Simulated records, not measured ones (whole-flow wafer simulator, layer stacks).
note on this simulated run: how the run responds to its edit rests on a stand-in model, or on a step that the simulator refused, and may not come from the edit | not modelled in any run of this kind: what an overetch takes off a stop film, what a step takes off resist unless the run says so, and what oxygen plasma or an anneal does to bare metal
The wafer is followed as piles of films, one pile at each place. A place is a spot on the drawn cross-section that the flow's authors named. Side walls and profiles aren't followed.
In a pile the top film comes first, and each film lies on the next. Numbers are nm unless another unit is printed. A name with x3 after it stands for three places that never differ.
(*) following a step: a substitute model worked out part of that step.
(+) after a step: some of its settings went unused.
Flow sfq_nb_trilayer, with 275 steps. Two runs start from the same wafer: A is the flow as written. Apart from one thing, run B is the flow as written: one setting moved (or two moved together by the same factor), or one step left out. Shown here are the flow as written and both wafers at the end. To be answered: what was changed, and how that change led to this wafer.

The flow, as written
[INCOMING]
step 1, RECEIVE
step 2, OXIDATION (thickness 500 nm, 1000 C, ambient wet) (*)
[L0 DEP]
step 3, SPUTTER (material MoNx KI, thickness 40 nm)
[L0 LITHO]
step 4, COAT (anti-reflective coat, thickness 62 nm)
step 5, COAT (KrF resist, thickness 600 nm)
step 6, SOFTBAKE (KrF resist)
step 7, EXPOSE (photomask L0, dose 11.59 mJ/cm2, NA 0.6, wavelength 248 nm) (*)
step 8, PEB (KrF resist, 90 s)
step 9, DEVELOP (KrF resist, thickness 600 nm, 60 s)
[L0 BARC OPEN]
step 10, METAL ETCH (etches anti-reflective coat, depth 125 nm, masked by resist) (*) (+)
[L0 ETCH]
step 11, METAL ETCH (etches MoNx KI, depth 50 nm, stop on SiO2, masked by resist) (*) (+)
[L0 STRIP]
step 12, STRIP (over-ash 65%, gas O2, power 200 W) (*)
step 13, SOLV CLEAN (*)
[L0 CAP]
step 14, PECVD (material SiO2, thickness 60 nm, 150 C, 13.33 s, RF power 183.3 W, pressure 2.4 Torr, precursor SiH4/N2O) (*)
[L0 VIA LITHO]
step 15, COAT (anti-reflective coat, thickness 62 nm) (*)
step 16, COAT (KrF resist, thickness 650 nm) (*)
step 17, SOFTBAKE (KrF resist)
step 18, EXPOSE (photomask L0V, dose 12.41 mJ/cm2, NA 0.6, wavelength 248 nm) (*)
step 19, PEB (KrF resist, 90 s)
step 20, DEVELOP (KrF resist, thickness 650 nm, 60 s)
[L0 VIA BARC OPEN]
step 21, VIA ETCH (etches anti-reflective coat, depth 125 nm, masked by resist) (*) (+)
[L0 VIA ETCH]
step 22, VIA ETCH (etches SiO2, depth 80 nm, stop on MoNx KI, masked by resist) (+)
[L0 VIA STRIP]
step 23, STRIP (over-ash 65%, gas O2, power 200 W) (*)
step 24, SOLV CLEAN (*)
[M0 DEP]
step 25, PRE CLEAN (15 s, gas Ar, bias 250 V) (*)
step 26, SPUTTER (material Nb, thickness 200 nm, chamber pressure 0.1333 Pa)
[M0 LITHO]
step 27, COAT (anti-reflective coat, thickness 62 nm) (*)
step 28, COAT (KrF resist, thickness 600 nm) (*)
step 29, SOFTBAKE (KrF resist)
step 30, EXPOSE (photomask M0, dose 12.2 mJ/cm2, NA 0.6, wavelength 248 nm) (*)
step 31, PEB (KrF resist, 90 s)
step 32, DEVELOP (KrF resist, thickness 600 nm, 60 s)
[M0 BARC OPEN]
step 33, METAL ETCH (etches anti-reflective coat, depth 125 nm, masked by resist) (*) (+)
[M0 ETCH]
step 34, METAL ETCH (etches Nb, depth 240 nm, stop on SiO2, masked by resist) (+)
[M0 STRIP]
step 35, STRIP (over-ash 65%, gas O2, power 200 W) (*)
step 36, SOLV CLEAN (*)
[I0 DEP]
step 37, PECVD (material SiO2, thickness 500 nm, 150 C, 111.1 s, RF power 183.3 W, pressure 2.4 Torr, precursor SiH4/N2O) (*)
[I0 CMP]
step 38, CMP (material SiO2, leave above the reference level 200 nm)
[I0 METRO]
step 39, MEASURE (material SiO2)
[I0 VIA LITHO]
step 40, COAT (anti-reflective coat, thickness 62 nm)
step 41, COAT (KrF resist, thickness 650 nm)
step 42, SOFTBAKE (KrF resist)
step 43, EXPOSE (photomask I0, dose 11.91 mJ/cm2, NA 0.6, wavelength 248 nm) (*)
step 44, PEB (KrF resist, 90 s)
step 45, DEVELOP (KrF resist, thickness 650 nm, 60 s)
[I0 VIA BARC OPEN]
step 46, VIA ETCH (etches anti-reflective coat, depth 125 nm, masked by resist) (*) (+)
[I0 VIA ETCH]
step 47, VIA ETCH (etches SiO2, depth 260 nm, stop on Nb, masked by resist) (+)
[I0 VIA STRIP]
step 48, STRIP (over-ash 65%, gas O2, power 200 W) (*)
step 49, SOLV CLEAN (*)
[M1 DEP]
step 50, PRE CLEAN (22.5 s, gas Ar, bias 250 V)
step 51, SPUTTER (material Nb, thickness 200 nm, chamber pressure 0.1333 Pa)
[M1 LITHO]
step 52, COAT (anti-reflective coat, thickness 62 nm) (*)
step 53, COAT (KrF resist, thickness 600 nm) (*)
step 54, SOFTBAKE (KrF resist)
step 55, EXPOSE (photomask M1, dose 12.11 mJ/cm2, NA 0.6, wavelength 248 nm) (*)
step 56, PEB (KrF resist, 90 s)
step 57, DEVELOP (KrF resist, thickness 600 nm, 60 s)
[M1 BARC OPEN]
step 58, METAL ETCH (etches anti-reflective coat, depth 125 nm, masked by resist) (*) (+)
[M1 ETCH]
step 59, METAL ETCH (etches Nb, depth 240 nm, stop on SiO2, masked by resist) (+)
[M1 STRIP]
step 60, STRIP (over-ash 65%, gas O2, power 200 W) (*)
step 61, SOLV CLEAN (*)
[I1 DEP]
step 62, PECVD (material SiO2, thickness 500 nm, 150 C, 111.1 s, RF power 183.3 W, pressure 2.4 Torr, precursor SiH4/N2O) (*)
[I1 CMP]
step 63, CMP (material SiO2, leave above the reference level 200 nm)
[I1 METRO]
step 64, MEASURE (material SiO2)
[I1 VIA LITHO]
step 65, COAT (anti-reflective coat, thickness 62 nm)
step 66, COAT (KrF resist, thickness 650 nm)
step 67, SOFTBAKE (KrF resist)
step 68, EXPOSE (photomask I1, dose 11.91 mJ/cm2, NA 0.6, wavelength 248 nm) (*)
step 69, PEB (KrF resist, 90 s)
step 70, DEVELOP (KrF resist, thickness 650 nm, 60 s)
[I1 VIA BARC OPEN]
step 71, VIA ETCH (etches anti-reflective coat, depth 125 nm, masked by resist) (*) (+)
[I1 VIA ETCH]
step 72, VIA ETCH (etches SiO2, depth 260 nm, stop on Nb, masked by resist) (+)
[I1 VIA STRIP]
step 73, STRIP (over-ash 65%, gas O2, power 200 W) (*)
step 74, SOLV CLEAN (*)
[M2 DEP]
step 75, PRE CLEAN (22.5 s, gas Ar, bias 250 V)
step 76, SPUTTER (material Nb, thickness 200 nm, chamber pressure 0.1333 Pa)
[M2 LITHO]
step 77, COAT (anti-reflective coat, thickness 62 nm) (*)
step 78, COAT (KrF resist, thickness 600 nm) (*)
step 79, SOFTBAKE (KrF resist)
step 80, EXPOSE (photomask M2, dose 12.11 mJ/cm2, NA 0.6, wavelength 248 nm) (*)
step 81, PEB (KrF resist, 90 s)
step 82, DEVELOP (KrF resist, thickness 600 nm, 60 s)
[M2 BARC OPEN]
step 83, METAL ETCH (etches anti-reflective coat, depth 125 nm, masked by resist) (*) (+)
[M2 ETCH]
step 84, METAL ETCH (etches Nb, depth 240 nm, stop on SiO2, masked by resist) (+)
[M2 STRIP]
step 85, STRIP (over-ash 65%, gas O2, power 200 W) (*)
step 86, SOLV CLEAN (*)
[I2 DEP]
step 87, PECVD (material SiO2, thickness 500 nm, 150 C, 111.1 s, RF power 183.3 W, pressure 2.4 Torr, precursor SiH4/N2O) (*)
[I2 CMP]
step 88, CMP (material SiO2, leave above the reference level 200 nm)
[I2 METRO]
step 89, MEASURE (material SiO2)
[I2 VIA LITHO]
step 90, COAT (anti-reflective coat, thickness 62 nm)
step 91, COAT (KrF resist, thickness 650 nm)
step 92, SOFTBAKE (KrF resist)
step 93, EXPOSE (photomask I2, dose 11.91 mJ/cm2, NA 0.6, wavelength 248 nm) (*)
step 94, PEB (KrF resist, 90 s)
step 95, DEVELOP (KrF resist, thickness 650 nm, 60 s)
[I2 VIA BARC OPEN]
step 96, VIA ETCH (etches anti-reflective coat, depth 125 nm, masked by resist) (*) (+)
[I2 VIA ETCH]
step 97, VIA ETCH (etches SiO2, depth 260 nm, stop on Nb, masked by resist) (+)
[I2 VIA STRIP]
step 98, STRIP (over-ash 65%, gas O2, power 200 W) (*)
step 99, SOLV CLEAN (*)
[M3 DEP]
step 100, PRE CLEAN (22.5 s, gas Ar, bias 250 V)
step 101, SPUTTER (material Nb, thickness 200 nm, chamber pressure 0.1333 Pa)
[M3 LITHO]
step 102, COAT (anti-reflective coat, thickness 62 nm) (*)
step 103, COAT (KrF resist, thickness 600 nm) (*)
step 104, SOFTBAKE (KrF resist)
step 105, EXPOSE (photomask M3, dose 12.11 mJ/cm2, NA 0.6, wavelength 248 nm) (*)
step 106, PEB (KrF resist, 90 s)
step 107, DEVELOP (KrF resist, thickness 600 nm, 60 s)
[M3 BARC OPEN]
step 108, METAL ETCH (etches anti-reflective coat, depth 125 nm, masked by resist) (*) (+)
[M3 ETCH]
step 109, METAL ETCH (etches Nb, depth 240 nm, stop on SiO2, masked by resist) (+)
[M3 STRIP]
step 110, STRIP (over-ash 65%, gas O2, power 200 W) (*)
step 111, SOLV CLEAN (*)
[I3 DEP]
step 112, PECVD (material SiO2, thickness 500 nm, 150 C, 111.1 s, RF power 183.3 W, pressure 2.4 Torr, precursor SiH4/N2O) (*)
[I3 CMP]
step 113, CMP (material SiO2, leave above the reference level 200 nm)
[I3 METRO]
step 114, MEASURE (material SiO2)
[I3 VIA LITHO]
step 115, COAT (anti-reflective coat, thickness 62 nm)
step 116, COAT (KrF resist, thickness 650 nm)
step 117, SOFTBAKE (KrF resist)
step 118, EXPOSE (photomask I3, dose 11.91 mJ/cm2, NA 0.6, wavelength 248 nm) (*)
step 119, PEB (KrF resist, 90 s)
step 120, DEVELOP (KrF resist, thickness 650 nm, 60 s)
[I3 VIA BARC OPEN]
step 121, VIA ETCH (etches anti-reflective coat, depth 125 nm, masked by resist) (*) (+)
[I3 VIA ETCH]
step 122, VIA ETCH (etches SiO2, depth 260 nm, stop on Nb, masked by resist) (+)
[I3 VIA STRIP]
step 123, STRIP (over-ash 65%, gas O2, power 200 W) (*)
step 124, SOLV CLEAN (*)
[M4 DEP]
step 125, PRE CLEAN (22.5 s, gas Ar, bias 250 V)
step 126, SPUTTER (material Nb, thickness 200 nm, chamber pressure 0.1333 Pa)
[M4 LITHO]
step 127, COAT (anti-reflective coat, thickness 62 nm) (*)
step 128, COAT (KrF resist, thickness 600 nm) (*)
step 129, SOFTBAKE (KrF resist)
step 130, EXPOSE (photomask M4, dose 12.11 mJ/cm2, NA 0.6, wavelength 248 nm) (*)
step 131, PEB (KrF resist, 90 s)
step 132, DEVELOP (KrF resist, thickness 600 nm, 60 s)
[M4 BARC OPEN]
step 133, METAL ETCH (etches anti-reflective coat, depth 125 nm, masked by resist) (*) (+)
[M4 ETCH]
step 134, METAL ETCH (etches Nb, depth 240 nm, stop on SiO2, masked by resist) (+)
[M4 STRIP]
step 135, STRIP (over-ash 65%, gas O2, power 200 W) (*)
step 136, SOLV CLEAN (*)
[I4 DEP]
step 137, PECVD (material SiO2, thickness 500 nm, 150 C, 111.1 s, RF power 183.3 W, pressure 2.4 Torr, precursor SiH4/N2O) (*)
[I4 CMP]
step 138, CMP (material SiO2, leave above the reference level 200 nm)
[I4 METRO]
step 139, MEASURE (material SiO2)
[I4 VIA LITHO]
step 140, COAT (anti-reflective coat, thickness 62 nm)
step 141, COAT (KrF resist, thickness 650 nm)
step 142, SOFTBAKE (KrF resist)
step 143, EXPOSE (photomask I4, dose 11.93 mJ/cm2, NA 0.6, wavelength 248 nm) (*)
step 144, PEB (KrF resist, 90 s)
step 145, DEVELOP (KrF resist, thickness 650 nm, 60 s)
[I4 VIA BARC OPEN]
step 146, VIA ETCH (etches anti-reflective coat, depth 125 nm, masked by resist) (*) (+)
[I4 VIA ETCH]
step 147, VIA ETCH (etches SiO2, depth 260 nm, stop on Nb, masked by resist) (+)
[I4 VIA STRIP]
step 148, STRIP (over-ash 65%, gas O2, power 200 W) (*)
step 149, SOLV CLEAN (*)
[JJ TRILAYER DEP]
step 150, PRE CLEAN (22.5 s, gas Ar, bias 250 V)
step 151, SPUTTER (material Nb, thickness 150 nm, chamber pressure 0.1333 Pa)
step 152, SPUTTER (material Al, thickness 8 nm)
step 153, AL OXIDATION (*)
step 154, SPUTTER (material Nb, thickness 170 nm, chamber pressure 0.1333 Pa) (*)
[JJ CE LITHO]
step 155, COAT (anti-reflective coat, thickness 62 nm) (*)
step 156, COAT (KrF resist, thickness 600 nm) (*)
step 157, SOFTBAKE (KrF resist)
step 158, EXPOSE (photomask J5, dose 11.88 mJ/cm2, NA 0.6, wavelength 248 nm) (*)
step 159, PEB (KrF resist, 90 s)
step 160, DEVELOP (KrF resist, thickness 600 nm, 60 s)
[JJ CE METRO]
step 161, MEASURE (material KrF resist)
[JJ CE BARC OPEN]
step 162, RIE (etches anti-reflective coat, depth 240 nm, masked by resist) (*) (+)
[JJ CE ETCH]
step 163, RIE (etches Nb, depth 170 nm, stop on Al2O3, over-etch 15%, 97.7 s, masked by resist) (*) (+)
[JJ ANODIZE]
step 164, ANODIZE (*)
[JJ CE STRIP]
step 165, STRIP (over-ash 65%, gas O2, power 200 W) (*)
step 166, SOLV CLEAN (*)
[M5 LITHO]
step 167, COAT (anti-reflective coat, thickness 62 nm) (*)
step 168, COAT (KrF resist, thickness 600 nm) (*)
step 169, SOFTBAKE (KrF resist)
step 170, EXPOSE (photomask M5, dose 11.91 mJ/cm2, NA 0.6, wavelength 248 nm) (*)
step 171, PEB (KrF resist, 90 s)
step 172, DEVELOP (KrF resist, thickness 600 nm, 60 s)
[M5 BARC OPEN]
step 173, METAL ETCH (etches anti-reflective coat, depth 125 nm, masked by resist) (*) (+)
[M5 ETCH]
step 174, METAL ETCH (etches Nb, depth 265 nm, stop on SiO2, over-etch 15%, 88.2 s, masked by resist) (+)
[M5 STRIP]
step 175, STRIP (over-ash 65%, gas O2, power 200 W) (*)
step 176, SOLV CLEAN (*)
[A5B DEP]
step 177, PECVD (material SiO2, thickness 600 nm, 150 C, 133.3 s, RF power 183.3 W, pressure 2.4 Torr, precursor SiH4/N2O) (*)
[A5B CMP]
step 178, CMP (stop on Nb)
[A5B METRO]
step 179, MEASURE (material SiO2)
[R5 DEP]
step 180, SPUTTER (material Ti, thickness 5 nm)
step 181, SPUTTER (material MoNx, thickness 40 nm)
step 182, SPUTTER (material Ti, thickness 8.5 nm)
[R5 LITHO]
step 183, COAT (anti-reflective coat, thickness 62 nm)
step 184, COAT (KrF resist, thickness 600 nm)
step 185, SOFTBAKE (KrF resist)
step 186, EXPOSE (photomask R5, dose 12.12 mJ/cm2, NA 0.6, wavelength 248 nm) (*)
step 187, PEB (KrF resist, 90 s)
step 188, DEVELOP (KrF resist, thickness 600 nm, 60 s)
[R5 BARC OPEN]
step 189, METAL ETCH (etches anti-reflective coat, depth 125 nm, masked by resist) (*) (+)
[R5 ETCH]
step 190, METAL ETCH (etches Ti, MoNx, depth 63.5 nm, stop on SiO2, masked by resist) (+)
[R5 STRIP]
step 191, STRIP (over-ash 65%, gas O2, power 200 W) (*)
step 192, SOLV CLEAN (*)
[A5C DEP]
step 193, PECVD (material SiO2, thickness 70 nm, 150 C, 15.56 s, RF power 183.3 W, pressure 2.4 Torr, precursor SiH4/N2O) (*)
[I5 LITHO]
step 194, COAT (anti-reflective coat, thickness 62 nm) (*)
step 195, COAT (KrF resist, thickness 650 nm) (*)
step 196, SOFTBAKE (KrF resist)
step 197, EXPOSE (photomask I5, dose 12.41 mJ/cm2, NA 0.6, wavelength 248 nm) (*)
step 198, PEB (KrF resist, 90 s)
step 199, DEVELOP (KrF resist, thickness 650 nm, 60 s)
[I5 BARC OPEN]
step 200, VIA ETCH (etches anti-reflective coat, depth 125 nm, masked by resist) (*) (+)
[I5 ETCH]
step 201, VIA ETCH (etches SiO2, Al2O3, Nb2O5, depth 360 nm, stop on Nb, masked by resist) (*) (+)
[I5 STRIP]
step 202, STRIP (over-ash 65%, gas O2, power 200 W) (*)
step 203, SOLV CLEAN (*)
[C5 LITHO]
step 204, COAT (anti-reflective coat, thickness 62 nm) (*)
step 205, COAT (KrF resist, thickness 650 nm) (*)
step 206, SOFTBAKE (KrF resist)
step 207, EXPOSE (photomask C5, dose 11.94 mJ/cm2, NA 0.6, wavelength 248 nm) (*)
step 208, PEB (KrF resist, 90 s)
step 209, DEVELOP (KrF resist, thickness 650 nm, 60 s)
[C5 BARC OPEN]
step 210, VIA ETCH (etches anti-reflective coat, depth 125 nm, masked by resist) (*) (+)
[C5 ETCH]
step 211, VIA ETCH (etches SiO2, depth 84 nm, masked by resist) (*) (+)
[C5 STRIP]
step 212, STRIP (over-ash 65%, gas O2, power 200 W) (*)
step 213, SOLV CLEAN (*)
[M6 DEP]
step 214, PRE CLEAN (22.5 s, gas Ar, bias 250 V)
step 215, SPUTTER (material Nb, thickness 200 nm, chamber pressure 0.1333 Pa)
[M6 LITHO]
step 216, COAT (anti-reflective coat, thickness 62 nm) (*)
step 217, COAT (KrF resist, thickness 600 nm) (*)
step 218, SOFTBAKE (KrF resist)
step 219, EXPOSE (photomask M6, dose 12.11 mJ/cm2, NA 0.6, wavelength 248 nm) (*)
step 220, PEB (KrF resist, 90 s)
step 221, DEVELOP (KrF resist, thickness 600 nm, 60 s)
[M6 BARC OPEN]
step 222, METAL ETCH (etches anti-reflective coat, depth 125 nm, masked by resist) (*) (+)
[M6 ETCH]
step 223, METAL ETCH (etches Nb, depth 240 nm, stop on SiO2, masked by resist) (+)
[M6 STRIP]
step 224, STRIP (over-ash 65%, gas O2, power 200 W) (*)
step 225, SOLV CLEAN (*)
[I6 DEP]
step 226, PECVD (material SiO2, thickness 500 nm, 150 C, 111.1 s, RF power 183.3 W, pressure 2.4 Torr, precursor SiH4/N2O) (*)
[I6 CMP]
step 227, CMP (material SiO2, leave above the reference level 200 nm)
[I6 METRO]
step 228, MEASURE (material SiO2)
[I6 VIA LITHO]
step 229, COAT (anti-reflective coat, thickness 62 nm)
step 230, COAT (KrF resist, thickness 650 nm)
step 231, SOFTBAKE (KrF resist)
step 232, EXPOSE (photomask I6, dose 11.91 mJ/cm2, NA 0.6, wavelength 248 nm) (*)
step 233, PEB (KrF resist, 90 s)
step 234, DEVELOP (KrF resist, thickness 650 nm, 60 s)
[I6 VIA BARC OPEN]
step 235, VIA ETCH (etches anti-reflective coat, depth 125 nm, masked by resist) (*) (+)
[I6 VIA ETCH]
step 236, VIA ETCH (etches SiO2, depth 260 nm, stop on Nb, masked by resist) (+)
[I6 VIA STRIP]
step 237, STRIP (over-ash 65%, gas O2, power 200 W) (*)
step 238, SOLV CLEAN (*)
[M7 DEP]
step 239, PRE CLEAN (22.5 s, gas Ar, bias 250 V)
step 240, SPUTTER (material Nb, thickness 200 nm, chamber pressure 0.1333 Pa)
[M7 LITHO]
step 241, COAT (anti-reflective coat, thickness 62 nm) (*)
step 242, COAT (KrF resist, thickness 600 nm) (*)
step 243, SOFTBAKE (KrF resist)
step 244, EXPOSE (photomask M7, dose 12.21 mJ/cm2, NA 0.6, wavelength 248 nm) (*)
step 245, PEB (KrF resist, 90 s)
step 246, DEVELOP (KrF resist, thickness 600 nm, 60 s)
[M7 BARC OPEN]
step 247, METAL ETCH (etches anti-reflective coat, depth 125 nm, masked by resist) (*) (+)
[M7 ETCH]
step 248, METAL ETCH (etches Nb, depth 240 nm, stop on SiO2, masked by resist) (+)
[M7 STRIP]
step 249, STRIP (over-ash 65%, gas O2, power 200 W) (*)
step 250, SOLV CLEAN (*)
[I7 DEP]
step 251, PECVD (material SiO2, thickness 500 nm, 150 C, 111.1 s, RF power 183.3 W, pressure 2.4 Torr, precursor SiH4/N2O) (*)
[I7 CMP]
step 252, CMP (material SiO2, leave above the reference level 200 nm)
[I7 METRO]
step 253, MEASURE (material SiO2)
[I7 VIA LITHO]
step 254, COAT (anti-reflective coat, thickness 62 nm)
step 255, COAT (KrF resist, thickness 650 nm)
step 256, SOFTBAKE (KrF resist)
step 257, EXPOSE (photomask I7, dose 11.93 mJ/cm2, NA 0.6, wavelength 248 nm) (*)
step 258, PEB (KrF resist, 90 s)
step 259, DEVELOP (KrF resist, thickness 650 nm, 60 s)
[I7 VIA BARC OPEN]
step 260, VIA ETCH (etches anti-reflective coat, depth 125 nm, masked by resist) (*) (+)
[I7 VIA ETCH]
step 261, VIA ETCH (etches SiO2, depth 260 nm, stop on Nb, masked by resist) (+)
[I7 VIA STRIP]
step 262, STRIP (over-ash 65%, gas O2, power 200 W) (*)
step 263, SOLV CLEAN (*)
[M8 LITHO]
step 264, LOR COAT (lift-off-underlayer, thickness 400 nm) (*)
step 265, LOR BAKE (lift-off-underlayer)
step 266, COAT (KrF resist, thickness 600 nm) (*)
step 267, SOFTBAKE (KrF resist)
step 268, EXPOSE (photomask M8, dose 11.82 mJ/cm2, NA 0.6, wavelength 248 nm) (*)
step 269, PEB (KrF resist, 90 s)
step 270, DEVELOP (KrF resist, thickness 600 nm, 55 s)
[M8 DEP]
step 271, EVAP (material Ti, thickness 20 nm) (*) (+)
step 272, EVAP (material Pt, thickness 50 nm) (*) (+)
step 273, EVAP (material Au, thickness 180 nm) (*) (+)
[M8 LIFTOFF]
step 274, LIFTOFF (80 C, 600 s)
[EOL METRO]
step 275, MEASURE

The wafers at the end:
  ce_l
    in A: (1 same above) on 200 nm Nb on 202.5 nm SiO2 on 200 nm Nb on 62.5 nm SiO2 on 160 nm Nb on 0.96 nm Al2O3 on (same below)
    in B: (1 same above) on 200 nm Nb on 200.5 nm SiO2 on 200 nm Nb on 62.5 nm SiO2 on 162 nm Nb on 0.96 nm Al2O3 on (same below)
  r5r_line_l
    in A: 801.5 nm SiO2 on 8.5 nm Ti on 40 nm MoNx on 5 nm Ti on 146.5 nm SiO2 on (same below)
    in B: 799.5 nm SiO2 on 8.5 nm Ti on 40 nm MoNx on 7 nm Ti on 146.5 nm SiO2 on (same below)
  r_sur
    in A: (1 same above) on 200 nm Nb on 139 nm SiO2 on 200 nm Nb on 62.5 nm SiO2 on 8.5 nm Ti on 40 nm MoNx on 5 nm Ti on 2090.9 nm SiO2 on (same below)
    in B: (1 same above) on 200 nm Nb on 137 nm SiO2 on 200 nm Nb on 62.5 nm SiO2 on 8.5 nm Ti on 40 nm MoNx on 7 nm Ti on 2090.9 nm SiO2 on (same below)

The reason: step 180, SPUTTER: thickness 7 nm was run, while the flow as written has thickness 5 nm.
One can read it off the wafer: r5r_line_l has Ti 7, and step 180 as written asks for 5 nm.

The path from the change to this, step by step:
  step 180, SPUTTER (material Ti, thickness 5 nm)
      field_l, v_sur, via_wl and 103 more: A +5 Ti (new film) | B +7 Ti (new film)
  step 190, METAL ETCH (etches Ti, MoNx, depth 63.5 nm, stop on SiO2, masked by resist) (+)
      field_l, v_sur, via_wl and 92 more: A -8.5 Ti (all of it), -40 MoNx (all of it), -5 Ti (all of it) | B -8.5 Ti (all of it), -40 MoNx (all of it), -7 Ti (all of it)
      ce_l, c5j, ce_r, wl_jj: A -8.5 Ti (all of it), -40 MoNx (all of it), -5 Ti (all of it), -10 Nb | B -8.5 Ti (all of it), -40 MoNx (all of it), -7 Ti (all of it), -8 Nb
